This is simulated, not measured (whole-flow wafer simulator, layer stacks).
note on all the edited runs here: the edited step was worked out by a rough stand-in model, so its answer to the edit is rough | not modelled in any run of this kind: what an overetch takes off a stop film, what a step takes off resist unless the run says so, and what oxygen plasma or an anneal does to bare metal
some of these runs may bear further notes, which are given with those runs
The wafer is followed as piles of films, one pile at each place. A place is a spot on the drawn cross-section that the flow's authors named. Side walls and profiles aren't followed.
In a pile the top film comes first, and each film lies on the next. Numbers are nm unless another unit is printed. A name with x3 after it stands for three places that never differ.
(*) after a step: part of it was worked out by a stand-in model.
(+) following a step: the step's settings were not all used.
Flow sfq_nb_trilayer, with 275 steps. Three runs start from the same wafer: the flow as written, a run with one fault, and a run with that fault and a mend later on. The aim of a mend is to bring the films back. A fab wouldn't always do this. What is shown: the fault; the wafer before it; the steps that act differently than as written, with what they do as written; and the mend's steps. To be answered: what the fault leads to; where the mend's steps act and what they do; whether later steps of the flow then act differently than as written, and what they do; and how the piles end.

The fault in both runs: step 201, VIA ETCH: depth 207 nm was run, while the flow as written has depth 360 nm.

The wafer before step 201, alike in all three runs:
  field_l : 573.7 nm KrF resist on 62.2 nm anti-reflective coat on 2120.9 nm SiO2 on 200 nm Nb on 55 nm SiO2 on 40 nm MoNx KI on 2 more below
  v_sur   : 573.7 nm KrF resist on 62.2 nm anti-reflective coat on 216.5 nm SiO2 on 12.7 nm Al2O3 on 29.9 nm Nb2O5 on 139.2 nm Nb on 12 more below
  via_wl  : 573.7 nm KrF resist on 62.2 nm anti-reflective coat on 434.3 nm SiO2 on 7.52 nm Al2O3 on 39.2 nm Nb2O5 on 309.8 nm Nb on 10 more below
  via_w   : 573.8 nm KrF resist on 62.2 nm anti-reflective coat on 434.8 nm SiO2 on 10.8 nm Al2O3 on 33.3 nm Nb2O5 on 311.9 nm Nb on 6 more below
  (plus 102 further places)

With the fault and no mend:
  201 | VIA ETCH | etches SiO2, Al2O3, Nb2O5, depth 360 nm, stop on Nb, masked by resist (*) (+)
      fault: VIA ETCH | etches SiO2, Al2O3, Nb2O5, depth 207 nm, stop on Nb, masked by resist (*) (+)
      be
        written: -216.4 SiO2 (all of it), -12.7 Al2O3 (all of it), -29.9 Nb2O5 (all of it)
        fault: -207 SiO2
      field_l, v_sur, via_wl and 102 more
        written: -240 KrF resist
        fault: -138 KrF resist
  Steps further on in the flow that do not act as written (6 more steps, not shown, differ only slightly: by at most 2% or 0.5 nm, whichever is larger):
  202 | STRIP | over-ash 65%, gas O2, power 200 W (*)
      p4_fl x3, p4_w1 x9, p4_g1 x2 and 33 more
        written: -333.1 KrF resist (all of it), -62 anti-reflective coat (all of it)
        fault: -435.1 KrF resist (all of it), -62 anti-reflective coat (all of it)
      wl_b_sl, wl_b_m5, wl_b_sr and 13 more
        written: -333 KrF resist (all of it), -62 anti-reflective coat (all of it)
        fault: -435 KrF resist (all of it), -62 anti-reflective coat (all of it)
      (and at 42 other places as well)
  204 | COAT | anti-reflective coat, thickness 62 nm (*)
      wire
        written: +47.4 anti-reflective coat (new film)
        fault: +49 anti-reflective coat (new film)
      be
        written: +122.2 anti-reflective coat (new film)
        fault: +114.4 anti-reflective coat (new film)
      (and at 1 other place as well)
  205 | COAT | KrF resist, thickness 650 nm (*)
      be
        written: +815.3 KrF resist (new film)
        fault: +778.2 KrF resist (new film)
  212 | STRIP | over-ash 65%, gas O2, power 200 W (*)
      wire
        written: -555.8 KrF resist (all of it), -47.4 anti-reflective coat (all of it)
        fault: -558.7 KrF resist (all of it), -49 anti-reflective coat (all of it)
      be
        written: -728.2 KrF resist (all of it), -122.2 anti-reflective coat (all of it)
        fault: -691 KrF resist (all of it), -114.4 anti-reflective coat (all of it)
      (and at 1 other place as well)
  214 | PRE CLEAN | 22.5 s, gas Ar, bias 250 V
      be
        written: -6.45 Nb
        fault: -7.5 SiO2
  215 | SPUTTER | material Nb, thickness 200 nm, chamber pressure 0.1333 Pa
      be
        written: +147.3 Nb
        fault: +159.1 Nb (new film)
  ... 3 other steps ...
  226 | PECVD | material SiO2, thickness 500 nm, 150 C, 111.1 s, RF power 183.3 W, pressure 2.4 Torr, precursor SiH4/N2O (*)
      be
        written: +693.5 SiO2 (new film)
        fault: +630.8 SiO2 (new film)
  At be, the piles at the end differ from the flow's by more than 2% or 0.5 nm, whichever is larger.
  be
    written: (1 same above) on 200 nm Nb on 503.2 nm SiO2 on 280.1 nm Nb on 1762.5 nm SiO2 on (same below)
    fault: (1 same above) on 200 nm Nb on 440.5 nm SiO2 on 159.1 nm Nb on 1.86 nm SiO2 on 12.7 nm Al2O3 on 29.9 nm Nb2O5 on 139.2 nm Nb on 1762.5 nm SiO2 on (same below)

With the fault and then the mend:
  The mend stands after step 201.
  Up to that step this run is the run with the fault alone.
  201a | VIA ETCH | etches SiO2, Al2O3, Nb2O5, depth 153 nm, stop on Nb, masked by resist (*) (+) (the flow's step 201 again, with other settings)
      field_l, v_sur, via_wl and 102 more
        -102 KrF resist
      be
        -9.36 SiO2 (all of it), -12.7 Al2O3 (all of it), -29.9 Nb2O5 (all of it)
  None of the later steps of the flow acts differently than as written at any place that is followed.
  At every place that both follow, the piles at the end match the flow's.
